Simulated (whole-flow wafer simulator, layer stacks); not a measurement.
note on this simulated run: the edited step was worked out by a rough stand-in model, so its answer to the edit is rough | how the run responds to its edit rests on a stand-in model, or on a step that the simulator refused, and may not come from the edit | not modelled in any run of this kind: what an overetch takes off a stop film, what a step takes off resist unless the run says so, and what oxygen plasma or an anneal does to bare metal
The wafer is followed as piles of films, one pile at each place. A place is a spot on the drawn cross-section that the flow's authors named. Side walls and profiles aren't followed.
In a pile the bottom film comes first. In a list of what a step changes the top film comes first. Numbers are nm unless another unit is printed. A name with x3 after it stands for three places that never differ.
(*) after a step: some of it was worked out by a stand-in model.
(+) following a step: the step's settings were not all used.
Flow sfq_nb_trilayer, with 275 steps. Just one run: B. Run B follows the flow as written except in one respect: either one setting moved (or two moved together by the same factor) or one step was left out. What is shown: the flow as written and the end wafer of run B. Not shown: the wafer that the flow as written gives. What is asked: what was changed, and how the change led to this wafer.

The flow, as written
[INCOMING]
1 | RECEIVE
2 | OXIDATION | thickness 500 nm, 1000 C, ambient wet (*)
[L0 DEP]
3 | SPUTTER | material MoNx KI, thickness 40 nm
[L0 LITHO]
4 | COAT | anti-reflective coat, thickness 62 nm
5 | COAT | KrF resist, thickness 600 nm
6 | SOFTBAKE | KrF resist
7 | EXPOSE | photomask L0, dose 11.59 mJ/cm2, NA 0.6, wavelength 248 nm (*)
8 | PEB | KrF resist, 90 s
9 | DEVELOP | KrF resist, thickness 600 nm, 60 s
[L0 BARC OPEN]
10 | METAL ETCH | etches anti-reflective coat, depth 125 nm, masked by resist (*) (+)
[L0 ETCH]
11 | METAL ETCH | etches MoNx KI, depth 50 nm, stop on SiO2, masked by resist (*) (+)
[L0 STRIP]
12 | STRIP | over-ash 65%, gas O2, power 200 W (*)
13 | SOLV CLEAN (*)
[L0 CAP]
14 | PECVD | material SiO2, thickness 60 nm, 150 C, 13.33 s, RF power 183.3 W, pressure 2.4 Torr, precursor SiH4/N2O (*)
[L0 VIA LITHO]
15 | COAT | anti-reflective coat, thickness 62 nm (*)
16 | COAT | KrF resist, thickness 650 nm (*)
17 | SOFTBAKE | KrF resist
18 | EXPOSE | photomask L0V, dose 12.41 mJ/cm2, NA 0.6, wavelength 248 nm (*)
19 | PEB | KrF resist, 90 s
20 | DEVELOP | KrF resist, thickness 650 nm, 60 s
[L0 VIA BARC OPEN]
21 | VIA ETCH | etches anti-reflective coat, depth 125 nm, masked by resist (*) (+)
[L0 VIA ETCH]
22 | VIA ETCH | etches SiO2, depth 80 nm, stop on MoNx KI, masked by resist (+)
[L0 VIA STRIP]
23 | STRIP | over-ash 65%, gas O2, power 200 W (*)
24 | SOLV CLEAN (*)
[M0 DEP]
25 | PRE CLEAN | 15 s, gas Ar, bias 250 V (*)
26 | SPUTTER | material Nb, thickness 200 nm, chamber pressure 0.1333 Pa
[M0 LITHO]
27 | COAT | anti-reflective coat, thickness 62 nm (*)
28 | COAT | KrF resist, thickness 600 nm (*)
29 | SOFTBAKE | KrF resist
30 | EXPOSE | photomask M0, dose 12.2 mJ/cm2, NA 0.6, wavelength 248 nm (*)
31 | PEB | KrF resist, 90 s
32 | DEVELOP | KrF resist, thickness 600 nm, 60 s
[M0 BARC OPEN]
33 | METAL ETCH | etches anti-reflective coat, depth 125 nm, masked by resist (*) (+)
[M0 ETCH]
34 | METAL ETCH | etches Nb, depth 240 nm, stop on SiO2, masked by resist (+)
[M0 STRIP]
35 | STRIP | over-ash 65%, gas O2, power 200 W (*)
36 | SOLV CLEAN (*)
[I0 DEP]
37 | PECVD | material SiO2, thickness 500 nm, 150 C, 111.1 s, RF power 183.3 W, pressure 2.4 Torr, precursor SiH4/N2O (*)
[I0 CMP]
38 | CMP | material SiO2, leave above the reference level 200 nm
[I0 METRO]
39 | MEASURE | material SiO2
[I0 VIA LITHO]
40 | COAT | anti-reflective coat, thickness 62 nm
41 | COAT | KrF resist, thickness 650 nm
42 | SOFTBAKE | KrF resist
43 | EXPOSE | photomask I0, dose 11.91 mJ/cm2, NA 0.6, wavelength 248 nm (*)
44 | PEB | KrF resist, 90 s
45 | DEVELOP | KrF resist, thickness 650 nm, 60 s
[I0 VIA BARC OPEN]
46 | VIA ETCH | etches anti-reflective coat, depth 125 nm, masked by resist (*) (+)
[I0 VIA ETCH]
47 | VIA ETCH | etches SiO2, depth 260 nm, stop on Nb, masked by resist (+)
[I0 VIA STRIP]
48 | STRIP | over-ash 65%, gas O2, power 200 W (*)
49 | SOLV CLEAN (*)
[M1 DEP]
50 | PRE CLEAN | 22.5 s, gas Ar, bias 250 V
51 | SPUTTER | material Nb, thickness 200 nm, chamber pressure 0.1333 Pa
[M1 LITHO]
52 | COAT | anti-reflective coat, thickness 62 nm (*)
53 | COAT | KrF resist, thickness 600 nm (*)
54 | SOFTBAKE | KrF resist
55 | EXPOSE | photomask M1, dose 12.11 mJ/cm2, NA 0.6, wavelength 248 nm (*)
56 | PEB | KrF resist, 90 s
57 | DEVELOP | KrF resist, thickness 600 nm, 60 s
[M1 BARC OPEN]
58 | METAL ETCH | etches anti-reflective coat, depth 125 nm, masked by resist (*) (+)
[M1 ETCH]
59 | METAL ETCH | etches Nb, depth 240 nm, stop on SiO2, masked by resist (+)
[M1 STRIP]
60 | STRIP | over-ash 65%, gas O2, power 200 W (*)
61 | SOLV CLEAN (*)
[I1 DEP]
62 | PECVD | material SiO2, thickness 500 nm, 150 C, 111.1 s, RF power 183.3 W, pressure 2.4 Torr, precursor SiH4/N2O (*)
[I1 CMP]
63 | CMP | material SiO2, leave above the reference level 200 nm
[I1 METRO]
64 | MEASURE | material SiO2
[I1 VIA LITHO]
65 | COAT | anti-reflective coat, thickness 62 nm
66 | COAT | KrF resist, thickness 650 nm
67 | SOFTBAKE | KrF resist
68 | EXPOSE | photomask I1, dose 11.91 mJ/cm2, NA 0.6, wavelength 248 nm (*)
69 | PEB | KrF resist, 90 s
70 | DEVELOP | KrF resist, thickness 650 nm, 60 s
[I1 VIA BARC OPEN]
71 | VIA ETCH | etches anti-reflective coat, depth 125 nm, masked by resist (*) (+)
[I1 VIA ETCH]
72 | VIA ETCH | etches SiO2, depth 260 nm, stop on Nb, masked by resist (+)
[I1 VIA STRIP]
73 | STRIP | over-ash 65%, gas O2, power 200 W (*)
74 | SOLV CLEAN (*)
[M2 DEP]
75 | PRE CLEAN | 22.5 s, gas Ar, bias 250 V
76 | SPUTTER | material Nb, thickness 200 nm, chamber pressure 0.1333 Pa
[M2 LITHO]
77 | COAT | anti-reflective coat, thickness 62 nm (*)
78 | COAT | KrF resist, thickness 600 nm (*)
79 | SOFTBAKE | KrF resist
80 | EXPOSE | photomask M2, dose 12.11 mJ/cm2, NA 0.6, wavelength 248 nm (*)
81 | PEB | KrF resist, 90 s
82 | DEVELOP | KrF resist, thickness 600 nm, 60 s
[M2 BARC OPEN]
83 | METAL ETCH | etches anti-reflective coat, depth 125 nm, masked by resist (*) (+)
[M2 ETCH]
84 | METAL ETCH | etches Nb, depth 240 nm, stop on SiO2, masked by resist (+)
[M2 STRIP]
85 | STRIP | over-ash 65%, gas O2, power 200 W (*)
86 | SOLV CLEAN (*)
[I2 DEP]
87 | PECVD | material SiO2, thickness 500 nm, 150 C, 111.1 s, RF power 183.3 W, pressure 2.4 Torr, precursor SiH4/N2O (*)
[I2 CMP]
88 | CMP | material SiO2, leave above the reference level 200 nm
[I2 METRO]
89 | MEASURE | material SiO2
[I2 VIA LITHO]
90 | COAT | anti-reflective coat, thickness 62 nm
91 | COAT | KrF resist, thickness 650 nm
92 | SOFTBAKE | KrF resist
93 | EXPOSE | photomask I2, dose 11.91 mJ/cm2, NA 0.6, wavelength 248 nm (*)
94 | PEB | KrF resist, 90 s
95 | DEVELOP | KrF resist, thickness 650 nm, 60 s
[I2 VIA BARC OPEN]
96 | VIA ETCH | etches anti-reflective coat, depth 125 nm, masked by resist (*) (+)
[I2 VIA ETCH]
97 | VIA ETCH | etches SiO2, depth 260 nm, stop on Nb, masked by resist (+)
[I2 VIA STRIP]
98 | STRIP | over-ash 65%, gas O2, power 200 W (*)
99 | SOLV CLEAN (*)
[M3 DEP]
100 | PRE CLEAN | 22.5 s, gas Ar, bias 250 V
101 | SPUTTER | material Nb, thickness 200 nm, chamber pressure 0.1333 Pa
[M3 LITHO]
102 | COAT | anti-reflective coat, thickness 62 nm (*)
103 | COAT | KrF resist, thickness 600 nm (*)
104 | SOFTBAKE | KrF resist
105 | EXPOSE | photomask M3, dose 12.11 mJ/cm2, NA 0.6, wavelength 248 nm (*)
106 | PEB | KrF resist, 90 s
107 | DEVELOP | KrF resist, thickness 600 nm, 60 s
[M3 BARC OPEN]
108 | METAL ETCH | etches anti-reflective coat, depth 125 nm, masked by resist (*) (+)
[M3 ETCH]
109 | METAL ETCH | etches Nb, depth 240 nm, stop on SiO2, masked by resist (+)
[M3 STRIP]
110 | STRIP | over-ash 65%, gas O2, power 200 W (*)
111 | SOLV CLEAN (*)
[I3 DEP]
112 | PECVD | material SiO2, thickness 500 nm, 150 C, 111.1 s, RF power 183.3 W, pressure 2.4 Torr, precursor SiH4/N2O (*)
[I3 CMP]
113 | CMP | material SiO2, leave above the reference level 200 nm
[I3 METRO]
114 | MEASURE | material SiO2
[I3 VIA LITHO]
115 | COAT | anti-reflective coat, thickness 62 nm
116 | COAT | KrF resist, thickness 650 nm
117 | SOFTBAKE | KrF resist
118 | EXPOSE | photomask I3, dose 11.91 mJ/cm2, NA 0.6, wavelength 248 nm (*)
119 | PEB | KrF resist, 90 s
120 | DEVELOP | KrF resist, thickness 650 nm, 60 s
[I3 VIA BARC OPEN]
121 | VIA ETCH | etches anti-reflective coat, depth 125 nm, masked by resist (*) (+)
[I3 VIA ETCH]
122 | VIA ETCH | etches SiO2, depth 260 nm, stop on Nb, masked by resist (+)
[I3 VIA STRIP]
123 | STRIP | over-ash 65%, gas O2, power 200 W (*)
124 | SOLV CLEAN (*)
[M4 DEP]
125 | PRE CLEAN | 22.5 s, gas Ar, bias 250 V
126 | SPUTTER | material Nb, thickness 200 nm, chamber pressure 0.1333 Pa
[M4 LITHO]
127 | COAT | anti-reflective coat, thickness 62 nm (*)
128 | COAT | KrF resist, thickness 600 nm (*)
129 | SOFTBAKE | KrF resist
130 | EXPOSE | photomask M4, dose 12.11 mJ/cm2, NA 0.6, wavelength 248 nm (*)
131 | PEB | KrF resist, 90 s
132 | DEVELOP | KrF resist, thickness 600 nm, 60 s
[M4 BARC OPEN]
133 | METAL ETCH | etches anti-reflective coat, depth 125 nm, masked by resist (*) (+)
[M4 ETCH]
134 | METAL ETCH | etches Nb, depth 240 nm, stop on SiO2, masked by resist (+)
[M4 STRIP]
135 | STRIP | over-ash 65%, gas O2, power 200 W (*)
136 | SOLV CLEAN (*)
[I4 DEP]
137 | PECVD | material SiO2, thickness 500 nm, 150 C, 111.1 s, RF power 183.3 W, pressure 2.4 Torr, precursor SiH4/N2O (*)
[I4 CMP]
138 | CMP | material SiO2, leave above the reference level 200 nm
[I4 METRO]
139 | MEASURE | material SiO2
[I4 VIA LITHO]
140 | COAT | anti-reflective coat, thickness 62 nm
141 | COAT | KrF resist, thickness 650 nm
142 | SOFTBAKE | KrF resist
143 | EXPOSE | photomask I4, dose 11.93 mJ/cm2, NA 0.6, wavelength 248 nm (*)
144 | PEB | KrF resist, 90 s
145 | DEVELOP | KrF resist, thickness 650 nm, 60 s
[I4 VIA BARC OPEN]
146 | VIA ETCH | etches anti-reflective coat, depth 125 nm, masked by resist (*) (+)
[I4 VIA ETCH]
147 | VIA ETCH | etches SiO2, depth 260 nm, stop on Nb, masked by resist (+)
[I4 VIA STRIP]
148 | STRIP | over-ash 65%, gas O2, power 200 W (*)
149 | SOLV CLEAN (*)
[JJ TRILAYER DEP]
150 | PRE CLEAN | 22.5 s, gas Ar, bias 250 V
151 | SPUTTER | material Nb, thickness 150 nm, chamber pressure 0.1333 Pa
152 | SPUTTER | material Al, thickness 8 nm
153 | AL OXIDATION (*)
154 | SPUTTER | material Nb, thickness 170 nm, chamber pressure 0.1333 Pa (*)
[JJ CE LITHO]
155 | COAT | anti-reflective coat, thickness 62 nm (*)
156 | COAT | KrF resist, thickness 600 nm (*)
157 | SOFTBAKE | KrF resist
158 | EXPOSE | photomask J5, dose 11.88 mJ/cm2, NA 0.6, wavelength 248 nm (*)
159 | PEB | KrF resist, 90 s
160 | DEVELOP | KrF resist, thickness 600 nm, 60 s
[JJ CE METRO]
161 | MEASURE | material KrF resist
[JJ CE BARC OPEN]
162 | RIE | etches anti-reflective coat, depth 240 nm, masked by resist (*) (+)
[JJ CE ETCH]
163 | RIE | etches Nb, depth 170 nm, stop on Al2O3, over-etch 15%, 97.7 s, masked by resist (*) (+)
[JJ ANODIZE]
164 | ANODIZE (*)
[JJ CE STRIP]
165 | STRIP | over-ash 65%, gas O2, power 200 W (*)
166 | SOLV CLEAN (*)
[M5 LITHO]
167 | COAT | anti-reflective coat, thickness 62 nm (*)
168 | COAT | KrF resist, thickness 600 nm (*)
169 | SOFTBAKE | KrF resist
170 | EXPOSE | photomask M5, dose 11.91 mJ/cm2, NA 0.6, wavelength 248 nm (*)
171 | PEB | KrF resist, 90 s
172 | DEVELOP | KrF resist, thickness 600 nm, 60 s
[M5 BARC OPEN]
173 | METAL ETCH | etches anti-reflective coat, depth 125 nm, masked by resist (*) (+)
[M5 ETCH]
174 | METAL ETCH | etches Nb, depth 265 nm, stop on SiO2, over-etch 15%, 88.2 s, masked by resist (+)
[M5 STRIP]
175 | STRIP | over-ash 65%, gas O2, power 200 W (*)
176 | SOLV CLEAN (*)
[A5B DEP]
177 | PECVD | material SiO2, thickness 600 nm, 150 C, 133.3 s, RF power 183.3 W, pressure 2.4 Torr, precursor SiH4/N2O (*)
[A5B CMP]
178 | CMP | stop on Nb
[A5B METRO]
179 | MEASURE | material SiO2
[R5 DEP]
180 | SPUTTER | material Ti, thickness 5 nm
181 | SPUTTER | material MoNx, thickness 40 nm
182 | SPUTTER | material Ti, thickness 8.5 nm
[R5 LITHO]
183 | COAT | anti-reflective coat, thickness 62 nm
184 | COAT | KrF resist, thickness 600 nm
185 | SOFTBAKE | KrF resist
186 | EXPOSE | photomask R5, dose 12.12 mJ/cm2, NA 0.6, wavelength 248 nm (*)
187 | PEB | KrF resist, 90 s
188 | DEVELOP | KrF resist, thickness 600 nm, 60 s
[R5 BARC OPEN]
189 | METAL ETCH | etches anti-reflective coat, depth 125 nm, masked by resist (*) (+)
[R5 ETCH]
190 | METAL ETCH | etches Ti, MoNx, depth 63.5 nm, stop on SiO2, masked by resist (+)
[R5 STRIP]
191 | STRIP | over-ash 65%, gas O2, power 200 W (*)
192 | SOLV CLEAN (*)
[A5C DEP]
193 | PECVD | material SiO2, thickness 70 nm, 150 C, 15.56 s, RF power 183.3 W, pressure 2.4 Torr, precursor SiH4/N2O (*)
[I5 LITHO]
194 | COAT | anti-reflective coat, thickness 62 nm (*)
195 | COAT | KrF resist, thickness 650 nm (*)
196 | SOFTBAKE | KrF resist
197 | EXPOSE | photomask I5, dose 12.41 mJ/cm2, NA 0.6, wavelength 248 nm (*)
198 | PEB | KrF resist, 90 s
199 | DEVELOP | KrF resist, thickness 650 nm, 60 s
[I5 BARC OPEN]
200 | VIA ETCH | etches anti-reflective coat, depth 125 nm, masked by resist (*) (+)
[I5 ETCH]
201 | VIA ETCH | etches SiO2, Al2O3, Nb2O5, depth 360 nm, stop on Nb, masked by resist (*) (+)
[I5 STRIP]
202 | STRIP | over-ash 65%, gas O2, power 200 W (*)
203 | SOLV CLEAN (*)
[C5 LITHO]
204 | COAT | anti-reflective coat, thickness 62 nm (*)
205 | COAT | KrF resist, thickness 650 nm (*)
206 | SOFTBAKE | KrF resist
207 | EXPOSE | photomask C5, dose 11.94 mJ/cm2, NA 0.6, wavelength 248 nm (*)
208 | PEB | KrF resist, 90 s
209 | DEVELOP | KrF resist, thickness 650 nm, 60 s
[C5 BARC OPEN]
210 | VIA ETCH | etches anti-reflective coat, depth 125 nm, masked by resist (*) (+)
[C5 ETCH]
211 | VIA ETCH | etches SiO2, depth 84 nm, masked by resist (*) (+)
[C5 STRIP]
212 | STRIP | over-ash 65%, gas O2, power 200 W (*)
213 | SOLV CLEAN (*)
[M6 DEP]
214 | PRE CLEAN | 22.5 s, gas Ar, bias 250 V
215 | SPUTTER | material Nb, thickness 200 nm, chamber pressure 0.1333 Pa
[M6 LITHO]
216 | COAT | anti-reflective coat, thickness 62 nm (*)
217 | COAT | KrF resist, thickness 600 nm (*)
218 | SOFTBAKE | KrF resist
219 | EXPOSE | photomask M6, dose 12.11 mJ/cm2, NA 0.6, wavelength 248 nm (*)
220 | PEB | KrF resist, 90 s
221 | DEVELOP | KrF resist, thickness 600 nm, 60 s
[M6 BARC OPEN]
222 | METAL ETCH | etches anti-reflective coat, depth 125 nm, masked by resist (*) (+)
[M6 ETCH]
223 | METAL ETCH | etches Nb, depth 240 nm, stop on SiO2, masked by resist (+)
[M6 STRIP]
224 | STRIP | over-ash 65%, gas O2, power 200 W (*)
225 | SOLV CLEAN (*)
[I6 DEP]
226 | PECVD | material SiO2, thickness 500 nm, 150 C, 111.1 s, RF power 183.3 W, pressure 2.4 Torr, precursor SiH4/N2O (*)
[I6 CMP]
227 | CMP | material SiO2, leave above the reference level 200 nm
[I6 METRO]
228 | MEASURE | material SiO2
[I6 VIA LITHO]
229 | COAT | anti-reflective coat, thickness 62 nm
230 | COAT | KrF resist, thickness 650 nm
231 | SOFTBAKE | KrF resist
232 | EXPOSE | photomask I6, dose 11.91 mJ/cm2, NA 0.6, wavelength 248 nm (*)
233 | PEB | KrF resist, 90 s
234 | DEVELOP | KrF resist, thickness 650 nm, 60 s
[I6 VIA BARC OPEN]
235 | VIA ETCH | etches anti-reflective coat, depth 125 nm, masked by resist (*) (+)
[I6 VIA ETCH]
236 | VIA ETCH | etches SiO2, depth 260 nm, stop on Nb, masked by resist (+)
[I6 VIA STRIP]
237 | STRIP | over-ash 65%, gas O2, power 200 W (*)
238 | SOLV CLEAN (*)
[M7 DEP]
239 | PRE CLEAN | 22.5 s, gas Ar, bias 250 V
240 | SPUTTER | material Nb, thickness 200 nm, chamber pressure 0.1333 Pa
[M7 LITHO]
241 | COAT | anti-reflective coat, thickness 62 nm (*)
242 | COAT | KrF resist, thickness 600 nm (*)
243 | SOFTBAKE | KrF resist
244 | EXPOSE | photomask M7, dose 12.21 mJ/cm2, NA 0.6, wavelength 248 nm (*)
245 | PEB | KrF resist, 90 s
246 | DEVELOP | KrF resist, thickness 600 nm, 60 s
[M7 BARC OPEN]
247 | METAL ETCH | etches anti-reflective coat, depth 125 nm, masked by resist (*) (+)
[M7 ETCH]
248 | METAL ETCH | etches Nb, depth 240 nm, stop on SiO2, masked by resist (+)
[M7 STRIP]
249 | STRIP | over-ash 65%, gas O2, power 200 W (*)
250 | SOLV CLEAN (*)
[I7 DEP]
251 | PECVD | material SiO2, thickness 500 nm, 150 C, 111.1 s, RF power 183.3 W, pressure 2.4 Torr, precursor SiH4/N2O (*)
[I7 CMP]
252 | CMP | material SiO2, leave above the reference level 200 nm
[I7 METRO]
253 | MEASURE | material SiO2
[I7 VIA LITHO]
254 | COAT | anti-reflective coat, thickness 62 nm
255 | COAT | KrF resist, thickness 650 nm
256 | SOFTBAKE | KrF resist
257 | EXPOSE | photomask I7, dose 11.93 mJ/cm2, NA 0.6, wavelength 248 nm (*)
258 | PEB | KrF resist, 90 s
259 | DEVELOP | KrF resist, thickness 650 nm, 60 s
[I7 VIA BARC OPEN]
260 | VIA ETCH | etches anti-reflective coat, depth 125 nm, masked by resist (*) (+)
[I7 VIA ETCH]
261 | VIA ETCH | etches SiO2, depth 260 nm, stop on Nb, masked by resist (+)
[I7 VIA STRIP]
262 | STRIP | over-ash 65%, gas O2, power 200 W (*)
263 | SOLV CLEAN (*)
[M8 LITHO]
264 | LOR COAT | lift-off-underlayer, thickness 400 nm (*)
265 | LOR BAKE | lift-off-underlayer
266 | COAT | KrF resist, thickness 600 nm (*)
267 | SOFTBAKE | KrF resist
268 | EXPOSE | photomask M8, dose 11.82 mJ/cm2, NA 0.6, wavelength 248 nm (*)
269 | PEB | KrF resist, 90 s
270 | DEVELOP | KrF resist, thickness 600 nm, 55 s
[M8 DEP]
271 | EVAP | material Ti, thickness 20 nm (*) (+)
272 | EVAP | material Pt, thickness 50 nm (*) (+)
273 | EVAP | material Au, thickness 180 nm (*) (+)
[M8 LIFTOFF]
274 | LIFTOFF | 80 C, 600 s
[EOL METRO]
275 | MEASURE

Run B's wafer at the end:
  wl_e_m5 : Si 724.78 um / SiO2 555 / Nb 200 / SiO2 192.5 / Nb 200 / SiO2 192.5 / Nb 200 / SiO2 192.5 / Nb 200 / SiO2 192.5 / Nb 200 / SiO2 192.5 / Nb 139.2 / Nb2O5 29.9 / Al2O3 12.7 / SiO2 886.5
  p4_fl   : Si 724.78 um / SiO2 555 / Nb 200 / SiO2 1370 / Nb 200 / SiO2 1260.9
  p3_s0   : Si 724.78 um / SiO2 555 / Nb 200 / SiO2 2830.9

Cause: step 251, PECVD: thickness 285 nm was run, while the flow as written has thickness 500 nm; step 251, PECVD: 63.33 s was run, where the flow has 111.1 s.

The path from the change to this, step by step:
  251 | PECVD | material SiO2, thickness 500 nm, 150 C, 111.1 s, RF power 183.3 W, pressure 2.4 Torr, precursor SiH4/N2O (*)
      field_l, p4_fl, p4_fm and 56 more: +285 SiO2 (in the flow as written it would be: +500 SiO2)
      v_sur, via_wl, via_w and 37 more: +285 SiO2 (new film) (in the flow as written it would be: +500 SiO2 (new film))
      (also at 7 further places)
  252 | CMP | material SiO2, leave above the reference level 200 nm
      field_l, p4_fl, p4_fm and 56 more: nothing (in the flow as written it would be: -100 SiO2)
      field_r, lsp_l: nothing (in the flow as written it would be: -77.7 SiO2)
      (also at 45 further places)
  254 | COAT | anti-reflective coat, thickness 62 nm
      jj_sur, ce_l, c5j, ce_r, sp_r, be_r: +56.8 anti-reflective coat (new film) (in the flow as written it would be: +62 anti-reflective coat (new film))
      p3_s3, p3_l4, p3_s4: +63.3 anti-reflective coat (new film) (in the flow as written it would be: +62 anti-reflective coat (new film))
      (also at 85 further places)
  255 | COAT | KrF resist, thickness 650 nm
      ce_l, c5j, ce_r, sp_r: +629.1 KrF resist (new film) (in the flow as written it would be: +650 KrF resist (new film))
      m0r_space_l, m5r_space_l, m5r_space_r, m6r_space_l: +664.1 KrF resist (new film) (in the flow as written it would be: +650 KrF resist (new film))
      (also at 60 further places)
  259 | DEVELOP | KrF resist, thickness 650 nm, 60 s
      via_wl: -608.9 KrF resist (all of it) (in the flow as written it would be: -648.6 KrF resist (all of it))
      via_w: -615.1 KrF resist (all of it) (in the flow as written it would be: -648.6 KrF resist (all of it))
      (also at 1 further place)
  260 | VIA ETCH | etches anti-reflective coat, depth 125 nm, masked by resist (*) (+)
      field_l, v_sur, via_sp and 100 more: -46 KrF resist (in the flow as written it would be: -51.7 KrF resist)
      via_wl: -55 anti-reflective coat (all of it), -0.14 SiO2 (in the flow as written it would be: -62 anti-reflective coat (all of it), -0.16 SiO2)
      (also at 2 further places)
  262 | STRIP | over-ash 65%, gas O2, power 200 W (*)
      p3_s3, p3_l4, p3_s4: -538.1 KrF resist (all of it), -63.3 anti-reflective coat (all of it) (in the flow as written it would be: -528.6 KrF resist (all of it), -62 anti-reflective coat (all of it))
      ce_l, sp_r: -513.4 KrF resist (all of it), -56.8 anti-reflective coat (all of it) (in the flow as written it would be: -528.6 KrF resist (all of it), -62 anti-reflective coat (all of it))
      (also at 92 further places)
  264 | LOR COAT | lift-off-underlayer, thickness 400 nm (*)
      wl_b_sr, m7r_line_l, m7r_line_r: +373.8 lift-off-underlayer (new film) (in the flow as written it would be: +400 lift-off-underlayer (new film))
      c5j, ce_r: +380.8 lift-off-underlayer (new film) (in the flow as written it would be: +399.3 lift-off-underlayer (new film))
      (also at 84 further places)
  266 | COAT | KrF resist, thickness 600 nm (*)
      wl_f_sr, m5r_linepad_l, m5r_linepad_r: +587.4 KrF resist (new film) (in the flow as written it would be: +600 KrF resist (new film))
      c5j, ce_r: +583.9 KrF resist (new film) (in the flow as written it would be: +597.1 KrF resist (new film))
      (also at 33 further places)
  270 | DEVELOP | KrF resist, thickness 600 nm, 55 s
      field_l: -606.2 KrF resist (all of it), -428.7 lift-off-underlayer (all of it) (in the flow as written it would be: -593.7 KrF resist (all of it), -388.2 lift-off-underlayer (all of it))
      v_sur: -594 KrF resist (all of it), -328.5 lift-off-underlayer (all of it) (in the flow as written it would be: -607.3 KrF resist (all of it), -369.4 lift-off-underlayer (all of it))
      (also at 9 further places)
  274 | LIFTOFF | 80 C, 600 s
      c5j, ce_r: -180 Au (all of it), -50 Pt (all of it), -20 Ti (all of it), -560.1 KrF resist (all of it), -380.8 lift-off-underlayer (all of it) (in the flow as written it would be: -180 Au (all of it), -50 Pt (all of it), -20 Ti (all of it), -573.3 KrF resist (all of it), -399.3 lift-off-underlayer (all of it))
      wl_j_sl, wl_jj: -180 Au (all of it), -50 Pt (all of it), -20 Ti (all of it), -567.1 KrF resist (all of it), -391.4 lift-off-underlayer (all of it) (in the flow as written it would be: -180 Au (all of it), -50 Pt (all of it), -20 Ti (all of it), -576.2 KrF resist (all of it), -400 lift-off-underlayer (all of it))
      (also at 74 further places)
